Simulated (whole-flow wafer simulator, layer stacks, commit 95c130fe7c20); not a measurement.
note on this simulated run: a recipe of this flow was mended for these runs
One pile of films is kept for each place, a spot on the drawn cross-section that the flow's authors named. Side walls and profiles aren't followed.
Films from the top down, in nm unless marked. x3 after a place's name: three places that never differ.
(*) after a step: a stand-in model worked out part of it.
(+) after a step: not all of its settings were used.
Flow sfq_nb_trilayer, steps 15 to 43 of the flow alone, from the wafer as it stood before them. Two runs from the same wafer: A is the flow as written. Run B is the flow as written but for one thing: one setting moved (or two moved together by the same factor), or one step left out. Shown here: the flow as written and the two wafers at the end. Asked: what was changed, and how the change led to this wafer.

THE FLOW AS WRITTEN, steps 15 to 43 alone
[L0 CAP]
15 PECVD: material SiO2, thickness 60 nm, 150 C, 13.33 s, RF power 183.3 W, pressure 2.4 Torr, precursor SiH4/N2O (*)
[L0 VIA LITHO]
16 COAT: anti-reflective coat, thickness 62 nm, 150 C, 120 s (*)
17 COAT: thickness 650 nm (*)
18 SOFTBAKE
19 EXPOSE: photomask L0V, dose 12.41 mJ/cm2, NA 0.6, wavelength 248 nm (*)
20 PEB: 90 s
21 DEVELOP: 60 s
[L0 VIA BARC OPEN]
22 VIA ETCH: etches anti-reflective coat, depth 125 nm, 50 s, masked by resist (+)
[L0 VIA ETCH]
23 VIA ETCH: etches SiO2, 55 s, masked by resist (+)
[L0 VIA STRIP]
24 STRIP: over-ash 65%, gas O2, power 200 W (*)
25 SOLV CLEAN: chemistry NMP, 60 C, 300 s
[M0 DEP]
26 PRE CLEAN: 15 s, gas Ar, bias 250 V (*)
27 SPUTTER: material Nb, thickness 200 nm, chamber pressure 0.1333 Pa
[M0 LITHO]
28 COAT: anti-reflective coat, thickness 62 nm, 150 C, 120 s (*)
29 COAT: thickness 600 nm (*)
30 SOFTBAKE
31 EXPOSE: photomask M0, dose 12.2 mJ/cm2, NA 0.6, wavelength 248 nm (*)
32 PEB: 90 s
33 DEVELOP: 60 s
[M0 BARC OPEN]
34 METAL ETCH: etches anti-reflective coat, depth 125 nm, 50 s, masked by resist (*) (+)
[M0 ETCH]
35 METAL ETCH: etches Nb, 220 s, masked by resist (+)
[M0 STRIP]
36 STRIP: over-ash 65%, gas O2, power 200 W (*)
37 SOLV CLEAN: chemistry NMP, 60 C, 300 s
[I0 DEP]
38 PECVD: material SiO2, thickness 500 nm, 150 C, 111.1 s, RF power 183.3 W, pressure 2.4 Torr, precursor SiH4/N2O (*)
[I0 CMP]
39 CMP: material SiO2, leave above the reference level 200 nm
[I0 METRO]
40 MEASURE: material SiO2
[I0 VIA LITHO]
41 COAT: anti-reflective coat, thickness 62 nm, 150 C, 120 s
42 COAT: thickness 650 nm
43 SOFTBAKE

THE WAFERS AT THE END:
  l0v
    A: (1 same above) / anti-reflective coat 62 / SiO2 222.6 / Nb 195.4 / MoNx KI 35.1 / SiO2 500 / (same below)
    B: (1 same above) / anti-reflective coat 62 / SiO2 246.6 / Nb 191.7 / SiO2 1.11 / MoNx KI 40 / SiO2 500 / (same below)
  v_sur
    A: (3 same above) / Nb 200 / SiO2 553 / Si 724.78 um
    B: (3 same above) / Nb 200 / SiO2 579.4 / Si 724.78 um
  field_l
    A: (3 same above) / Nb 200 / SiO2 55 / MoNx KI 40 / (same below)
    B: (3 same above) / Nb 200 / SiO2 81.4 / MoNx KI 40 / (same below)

The cause: step 15, PECVD: thickness 86.44 nm was run, where the flow has thickness 60 nm; step 15, PECVD: 19.21 s was run, where the flow has 13.33 s.

How the change led to this, step by step:
  15 PECVD: material SiO2, thickness 60 nm, 150 C, 13.33 s, RF power 183.3 W, pressure 2.4 Torr, precursor SiH4/N2O (*)
      v_sur, via_wl, via_w and 97 more: A SiO2 +60 | B SiO2 +86.4
      field_l, l0_sur, l0v, l0r_line_l, l0r_line_c, l0r_line_r: A SiO2 +60 (new film) | B SiO2 +86.4 (new film)
  23 VIA ETCH: etches SiO2, 55 s, masked by resist (+)
      l0v: A SiO2 -59.7 (all of it), MoNx KI -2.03 | B SiO2 -80
  26 PRE CLEAN: 15 s, gas Ar, bias 250 V (*)
      l0v: A MoNx KI -2.91 | B SiO2 -5
  28 COAT: anti-reflective coat, thickness 62 nm, 150 C, 120 s (*)
      ln_m6: A anti-reflective coat +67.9 (new film) | B anti-reflective coat +70.2 (new film)
      lsp_r: A anti-reflective coat +71.1 (new film) | B anti-reflective coat +73.1 (new film)
      (and at 2 more places)
  29 COAT: thickness 600 nm (*)
      l0v: A KrF-resist-other-grade +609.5 (new film) | B KrF-resist-other-grade +623.6 (new film)
  36 STRIP: over-ash 65%, gas O2, power 200 W (*)
      ln_m6: A KrF-resist-other-grade -369.9 (all of it), anti-reflective coat -67.9 (all of it) | B KrF-resist-other-grade -367.5 (all of it), anti-reflective coat -70.2 (all of it)
      lsp_r: A KrF-resist-other-grade -368.6 (all of it), anti-reflective coat -71.1 (all of it) | B KrF-resist-other-grade -365.3 (all of it), anti-reflective coat -73.1 (all of it)
      (and at 2 more places)
  39 CMP: material SiO2, leave above the reference level 200 nm
      l0v: A SiO2 -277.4 | B SiO2 -253.4
Counting metal films that touch as one body, l0v has 2 bodies (between them, from the top down: SiO2 1.11); the flow as written gives 1 body.
